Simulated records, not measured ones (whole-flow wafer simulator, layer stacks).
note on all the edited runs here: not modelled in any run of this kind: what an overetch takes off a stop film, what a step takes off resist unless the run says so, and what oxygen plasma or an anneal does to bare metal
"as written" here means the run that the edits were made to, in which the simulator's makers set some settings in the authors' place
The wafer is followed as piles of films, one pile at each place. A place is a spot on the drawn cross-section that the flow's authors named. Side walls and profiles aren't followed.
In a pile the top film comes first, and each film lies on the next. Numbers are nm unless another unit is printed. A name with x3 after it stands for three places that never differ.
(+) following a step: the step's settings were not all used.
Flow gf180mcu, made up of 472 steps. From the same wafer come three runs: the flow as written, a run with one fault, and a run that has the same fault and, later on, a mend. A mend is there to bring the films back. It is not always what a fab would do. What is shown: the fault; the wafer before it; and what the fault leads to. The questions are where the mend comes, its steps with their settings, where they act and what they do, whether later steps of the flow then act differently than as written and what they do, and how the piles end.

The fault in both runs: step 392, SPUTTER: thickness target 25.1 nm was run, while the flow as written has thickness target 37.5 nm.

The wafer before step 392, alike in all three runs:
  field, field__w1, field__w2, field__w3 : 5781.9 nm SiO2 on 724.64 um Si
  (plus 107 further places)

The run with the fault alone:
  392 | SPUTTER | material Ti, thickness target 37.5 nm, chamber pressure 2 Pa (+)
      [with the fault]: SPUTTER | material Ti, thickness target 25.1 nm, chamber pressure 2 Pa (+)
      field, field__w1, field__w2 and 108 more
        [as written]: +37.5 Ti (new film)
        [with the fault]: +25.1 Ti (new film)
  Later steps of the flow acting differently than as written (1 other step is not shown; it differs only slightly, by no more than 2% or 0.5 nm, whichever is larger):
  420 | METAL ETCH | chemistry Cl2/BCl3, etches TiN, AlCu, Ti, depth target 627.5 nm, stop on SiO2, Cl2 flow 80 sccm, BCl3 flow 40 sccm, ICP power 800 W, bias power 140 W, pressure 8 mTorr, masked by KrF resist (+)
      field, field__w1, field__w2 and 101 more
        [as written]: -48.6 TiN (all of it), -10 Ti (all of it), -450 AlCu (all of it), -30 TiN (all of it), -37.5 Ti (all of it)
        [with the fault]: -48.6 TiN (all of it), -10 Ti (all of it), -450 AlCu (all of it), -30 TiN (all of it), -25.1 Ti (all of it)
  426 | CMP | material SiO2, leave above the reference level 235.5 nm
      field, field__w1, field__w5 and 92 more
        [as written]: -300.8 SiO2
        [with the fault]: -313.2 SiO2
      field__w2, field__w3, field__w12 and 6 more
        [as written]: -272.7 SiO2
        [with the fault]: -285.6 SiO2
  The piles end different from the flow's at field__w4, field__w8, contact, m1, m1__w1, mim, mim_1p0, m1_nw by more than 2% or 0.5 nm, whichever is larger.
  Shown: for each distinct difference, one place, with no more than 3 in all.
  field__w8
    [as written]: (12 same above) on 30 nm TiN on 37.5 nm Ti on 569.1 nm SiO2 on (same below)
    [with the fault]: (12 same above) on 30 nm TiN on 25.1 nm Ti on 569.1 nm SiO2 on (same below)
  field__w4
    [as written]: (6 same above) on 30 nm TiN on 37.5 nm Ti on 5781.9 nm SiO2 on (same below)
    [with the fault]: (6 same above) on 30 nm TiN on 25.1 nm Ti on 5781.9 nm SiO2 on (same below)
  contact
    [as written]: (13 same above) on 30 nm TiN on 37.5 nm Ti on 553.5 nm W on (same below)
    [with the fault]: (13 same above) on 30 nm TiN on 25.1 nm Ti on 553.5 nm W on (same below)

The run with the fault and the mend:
  The mend follows step 392.
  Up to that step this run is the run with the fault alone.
  392a | SPUTTER | material Ti, thickness target 12.4 nm, chamber pressure 2 Pa (+) (a further turn of the flow's step 392, with different settings)
      field, field__w1, field__w2 and 108 more
        +12.4 Ti
  Every later step of the flow that is run acts as written at every place that is followed.
  At every place that both follow, the piles at the end match the flow's.
